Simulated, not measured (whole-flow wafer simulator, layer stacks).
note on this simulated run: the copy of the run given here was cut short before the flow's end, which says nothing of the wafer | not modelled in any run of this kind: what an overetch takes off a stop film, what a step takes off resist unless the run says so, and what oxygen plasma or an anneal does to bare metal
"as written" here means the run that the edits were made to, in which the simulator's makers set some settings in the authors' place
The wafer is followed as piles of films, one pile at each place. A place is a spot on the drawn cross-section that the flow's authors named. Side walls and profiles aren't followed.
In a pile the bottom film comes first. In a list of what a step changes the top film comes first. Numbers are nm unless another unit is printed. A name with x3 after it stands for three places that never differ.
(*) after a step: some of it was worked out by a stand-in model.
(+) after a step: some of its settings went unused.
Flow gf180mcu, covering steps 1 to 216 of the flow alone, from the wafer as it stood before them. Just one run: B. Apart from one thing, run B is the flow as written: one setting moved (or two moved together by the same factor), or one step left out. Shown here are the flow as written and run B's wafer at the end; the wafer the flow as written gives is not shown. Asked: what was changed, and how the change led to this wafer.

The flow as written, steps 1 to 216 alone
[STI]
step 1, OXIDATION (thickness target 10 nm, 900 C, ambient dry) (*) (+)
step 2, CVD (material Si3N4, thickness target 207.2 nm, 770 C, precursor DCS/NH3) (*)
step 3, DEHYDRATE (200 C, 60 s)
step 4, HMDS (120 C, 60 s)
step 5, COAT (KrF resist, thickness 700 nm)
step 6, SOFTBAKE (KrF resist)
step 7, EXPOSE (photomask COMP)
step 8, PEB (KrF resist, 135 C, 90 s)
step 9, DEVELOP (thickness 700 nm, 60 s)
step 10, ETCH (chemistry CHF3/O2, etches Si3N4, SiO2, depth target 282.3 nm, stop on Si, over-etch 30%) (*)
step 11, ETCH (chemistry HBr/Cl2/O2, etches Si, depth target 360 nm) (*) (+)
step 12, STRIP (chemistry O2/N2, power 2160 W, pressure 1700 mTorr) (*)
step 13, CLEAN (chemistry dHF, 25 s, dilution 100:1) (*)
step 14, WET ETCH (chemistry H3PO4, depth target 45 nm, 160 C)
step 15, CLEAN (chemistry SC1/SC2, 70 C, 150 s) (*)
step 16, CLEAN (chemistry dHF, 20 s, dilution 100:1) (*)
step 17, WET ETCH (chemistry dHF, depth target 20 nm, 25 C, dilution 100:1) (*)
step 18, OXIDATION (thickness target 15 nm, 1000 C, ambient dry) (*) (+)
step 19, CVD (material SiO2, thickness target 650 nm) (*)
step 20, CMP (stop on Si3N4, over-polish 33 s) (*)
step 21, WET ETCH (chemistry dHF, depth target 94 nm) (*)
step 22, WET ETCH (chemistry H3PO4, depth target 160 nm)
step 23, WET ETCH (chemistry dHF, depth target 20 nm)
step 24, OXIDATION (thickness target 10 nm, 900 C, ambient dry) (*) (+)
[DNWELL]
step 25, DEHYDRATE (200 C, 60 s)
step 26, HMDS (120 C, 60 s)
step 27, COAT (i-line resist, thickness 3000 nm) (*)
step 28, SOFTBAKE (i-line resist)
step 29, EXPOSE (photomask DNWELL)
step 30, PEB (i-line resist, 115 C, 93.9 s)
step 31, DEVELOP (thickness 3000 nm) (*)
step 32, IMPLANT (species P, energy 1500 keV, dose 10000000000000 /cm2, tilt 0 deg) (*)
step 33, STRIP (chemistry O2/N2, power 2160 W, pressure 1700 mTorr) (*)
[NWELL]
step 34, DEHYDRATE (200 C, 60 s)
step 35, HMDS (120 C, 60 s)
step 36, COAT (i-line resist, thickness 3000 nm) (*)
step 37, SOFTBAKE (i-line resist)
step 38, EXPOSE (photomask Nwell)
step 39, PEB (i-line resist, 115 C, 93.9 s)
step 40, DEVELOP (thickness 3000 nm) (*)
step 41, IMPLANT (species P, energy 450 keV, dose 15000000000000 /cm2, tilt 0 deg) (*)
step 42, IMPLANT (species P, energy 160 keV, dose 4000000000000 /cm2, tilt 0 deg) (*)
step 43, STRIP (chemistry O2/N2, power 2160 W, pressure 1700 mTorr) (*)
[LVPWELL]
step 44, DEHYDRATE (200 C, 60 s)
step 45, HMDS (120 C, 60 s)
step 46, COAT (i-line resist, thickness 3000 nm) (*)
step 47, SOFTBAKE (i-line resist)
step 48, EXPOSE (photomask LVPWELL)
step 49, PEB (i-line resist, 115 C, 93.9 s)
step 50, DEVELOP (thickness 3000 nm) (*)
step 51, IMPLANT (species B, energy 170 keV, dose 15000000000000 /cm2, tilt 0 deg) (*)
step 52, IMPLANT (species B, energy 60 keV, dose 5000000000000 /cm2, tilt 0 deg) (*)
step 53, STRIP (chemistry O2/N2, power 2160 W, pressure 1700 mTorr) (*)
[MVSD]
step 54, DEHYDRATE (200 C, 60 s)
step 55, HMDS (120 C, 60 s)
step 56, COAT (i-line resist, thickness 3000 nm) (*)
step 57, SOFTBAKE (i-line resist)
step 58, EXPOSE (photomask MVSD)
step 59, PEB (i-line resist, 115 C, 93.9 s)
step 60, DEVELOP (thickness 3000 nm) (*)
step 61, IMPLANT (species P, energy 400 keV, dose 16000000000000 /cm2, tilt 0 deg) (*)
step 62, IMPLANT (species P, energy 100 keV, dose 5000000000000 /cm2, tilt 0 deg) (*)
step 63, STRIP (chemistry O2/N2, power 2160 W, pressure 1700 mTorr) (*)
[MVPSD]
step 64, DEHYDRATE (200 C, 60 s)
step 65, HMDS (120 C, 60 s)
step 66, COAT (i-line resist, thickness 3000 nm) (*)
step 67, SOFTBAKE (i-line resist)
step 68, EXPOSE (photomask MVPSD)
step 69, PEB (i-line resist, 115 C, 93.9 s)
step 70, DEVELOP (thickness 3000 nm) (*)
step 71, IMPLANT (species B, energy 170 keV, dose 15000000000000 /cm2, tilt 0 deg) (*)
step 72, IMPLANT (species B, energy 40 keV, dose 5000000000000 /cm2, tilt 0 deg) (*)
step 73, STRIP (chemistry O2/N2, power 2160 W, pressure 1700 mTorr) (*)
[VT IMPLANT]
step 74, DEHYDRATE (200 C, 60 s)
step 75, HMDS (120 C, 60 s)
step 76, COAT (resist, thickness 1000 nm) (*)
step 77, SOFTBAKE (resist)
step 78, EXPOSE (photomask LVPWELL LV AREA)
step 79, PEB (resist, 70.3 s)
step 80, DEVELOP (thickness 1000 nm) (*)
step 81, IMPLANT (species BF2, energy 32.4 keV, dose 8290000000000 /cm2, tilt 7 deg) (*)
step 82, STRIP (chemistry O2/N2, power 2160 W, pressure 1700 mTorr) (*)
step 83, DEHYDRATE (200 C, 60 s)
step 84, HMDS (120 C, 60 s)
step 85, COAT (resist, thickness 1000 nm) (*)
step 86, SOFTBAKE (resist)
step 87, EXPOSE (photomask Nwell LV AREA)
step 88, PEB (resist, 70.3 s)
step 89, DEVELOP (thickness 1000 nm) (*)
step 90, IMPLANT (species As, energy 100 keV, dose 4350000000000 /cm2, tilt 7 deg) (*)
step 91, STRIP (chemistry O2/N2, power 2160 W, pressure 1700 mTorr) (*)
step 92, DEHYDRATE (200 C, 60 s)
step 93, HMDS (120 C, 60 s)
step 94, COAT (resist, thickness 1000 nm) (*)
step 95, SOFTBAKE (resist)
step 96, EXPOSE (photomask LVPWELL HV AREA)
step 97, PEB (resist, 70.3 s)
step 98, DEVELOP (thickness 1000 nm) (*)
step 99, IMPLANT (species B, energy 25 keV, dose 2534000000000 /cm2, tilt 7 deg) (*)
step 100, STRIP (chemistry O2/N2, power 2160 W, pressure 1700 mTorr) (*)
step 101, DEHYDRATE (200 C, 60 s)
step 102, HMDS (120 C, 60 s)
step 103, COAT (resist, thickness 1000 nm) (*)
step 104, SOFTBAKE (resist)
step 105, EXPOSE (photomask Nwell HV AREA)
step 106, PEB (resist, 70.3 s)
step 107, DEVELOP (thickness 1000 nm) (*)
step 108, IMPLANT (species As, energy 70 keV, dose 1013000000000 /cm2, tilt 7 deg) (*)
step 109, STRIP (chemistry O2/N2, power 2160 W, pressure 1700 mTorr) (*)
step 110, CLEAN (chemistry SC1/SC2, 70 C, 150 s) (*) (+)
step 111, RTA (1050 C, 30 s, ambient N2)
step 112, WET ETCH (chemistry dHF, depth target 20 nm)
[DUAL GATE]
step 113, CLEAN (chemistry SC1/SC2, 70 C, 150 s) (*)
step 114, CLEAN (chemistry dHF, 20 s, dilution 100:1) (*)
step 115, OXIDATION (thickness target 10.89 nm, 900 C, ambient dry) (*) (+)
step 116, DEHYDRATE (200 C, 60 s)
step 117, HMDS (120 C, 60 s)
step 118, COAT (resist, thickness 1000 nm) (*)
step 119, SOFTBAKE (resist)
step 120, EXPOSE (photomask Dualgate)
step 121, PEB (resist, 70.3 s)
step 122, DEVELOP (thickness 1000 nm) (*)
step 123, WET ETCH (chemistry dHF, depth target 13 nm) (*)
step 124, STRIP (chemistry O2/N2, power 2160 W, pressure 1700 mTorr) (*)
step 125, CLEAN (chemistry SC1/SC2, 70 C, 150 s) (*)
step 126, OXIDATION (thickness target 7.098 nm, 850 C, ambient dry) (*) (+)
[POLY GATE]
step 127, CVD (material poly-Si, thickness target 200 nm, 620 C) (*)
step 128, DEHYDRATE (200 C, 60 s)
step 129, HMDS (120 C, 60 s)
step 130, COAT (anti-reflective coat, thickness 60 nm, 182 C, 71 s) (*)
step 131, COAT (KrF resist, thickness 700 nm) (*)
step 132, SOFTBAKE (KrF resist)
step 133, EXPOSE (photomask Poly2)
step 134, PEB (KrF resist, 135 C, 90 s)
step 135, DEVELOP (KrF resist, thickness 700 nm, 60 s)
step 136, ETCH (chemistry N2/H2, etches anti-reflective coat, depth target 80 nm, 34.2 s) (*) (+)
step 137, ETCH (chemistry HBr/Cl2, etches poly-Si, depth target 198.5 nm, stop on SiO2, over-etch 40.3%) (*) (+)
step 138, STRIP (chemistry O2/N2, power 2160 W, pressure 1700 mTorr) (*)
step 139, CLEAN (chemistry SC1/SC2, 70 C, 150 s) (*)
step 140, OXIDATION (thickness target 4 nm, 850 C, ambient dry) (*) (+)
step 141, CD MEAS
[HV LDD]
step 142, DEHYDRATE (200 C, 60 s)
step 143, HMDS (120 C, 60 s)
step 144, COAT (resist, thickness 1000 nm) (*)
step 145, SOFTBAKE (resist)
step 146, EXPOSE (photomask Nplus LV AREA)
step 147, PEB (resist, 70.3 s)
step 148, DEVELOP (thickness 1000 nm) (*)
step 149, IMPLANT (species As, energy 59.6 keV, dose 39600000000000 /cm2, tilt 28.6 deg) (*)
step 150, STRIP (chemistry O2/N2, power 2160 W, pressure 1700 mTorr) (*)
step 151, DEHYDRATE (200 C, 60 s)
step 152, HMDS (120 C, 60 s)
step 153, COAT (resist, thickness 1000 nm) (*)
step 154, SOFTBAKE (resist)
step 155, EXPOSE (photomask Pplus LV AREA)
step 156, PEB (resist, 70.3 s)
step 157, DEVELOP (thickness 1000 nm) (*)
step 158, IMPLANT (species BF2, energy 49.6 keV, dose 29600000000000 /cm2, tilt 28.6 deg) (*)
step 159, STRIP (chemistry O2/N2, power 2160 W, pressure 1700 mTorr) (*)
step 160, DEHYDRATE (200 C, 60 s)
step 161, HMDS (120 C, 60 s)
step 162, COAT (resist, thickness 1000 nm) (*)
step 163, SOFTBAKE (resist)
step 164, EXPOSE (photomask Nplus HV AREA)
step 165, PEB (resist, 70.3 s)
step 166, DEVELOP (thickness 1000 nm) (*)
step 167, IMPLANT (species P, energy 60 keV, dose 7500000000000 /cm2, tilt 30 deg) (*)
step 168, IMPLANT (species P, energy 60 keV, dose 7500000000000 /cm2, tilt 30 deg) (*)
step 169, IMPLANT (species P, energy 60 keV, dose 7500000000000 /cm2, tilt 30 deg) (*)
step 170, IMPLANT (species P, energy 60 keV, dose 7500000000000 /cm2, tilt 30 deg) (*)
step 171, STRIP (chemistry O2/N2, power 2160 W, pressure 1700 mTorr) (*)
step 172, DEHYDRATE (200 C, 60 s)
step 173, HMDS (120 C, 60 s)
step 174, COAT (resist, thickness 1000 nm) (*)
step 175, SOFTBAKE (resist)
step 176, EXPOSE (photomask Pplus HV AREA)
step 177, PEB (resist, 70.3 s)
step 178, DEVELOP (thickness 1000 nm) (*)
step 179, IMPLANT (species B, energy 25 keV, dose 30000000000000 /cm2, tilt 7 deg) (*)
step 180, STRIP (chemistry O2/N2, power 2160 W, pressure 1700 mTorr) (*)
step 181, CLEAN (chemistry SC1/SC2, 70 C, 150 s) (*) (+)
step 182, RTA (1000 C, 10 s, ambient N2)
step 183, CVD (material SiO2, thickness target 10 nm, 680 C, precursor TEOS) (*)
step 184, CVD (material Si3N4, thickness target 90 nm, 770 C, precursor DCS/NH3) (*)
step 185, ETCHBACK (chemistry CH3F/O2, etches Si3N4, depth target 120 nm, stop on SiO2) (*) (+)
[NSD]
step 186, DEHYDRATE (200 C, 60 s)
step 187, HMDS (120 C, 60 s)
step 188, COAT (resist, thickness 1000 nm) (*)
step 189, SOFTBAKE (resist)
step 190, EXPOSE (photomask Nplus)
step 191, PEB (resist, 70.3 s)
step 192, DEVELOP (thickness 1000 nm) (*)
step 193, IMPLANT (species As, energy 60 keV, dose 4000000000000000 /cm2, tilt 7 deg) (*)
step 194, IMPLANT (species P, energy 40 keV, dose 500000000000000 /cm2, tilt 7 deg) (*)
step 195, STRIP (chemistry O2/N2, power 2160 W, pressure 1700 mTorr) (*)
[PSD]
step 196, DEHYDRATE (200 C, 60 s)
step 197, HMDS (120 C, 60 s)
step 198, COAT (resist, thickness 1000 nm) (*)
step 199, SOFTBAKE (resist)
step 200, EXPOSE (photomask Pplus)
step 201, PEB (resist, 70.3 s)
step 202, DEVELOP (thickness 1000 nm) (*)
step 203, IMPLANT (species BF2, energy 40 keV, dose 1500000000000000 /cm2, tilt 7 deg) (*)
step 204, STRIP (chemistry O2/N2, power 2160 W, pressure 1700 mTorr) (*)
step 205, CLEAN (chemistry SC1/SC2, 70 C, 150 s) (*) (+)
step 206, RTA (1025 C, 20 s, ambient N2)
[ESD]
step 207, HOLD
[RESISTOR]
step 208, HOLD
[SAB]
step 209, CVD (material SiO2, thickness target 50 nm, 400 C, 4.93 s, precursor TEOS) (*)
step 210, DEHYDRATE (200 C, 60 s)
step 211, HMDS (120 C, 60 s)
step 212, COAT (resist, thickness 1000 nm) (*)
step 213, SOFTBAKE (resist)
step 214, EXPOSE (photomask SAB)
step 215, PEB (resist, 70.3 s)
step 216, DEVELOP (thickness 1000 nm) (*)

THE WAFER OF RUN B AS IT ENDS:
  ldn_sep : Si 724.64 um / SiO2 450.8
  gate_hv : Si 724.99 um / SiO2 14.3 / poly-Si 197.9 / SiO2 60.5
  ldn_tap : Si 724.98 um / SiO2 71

What caused this: step 112, WET ETCH: depth target 8.2 nm was run, though the flow has depth target 20 nm.

The path from the change to this, step by step:
  step 112, WET ETCH (chemistry dHF, depth target 20 nm)
      active, n_well, p_well and 40 more: -8.2 SiO2 (it would be, as written: -9.66 SiO2 (all of it))
      field, field__w2, field__w3 and 43 more: -9.02 SiO2 (it would be, as written: -22 SiO2)
  step 113, CLEAN (chemistry SC1/SC2, 70 C, 150 s) (*)
      active, n_well, p_well and 40 more: -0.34 SiO2 (it would be, as written: +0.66 chemical SiO2 (new film), -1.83 Si)
  step 114, CLEAN (chemistry dHF, 20 s, dilution 100:1) (*)
      active, n_well, p_well and 40 more: -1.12 SiO2 (all of it) (it would be, as written: -0.66 chemical SiO2 (all of it))
  step 119, SOFTBAKE (resist)
      field_sub: -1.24 resist (it would be, as written: -0.73 resist)
      gate_p_hv: +1.4 resist (it would be, as written: +0.83 resist)
      (as well as at 1 more place)
  step 130, COAT (anti-reflective coat, thickness 60 nm, 182 C, 71 s) (*)
      p_well, spacer, sd_n: +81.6 anti-reflective coat (new film) (it would be, as written: +70.9 anti-reflective coat (new film))
      ldn_fp, ldp_fp: +43.2 anti-reflective coat (new film) (it would be, as written: +48.5 anti-reflective coat (new film))
      (as well as at 69 more places)
  step 136, ETCH (chemistry N2/H2, etches anti-reflective coat, depth target 80 nm, 34.2 s) (*) (+)
      p_well, spacer, sd_n: -81.6 anti-reflective coat (all of it), -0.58 poly-Si (it would be, as written: -70.9 anti-reflective coat (all of it), -0.85 poly-Si)
      field: -57.9 anti-reflective coat (all of it), -1.18 poly-Si (it would be, as written: -61.5 anti-reflective coat (all of it), -1.09 poly-Si)
      (as well as at 49 more places)
  step 138, STRIP (chemistry O2/N2, power 2160 W, pressure 1700 mTorr) (*)
      gate: +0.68 chemical SiO2 (new film), -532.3 KrF resist (all of it), -70.3 anti-reflective coat (all of it), -0.3 poly-Si (it would be, as written: +0.68 chemical SiO2 (new film), -531.7 KrF resist (all of it), -65.5 anti-reflective coat (all of it), -0.3 poly-Si)
      gate_hv: +0.68 chemical SiO2 (new film), -530.7 KrF resist (all of it), -62.8 anti-reflective coat (all of it), -0.3 poly-Si (it would be, as written: +0.68 chemical SiO2 (new film), -528.4 KrF resist (all of it), -61 anti-reflective coat (all of it), -0.3 poly-Si)
      (as well as at 19 more places)
  step 145, SOFTBAKE (resist)
      gate_p_hv: -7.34 resist (it would be, as written: -7.98 resist)
      iso_ptap_sub: +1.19 resist (it would be, as written: +0.67 resist)
      (as well as at 2 more places)
  step 154, SOFTBAKE (resist)
      gate_p_hv: -7.34 resist (it would be, as written: -7.98 resist)
      iso_ptap_sub: +1.19 resist (it would be, as written: +0.67 resist)
      (as well as at 2 more places)
  step 163, SOFTBAKE (resist)
      gate_p_hv: -7.34 resist (it would be, as written: -7.98 resist)
      iso_ptap_sub: +1.19 resist (it would be, as written: +0.67 resist)
      (as well as at 2 more places)
  step 175, SOFTBAKE (resist)
      gate_p_hv: -7.34 resist (it would be, as written: -7.98 resist)
      iso_ptap_sub: +1.19 resist (it would be, as written: +0.67 resist)
      (as well as at 2 more places)
  step 189, SOFTBAKE (resist)
      active_hv: -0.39 resist (it would be, as written: +2.68 resist)
      active_nat: +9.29 resist (it would be, as written: +5.49 resist)
      (as well as at 4 more places)
  step 199, SOFTBAKE (resist)
      active_hv: -0.39 resist (it would be, as written: +2.68 resist)
      active_nat: +9.29 resist (it would be, as written: +5.49 resist)
      (as well as at 4 more places)
  step 209, CVD (material SiO2, thickness target 50 nm, 400 C, 4.93 s, precursor TEOS) (*)
      active: +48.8 SiO2 (it would be, as written: +50 SiO2)
      ld_drn_p: +45 SiO2 (it would be, as written: +46 SiO2)
  step 213, SOFTBAKE (resist)
      gate_p_hv: -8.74 resist (it would be, as written: -9.34 resist)
      iso_ptap_sub: +1.18 resist (it would be, as written: +0.66 resist)
      (as well as at 3 more places)
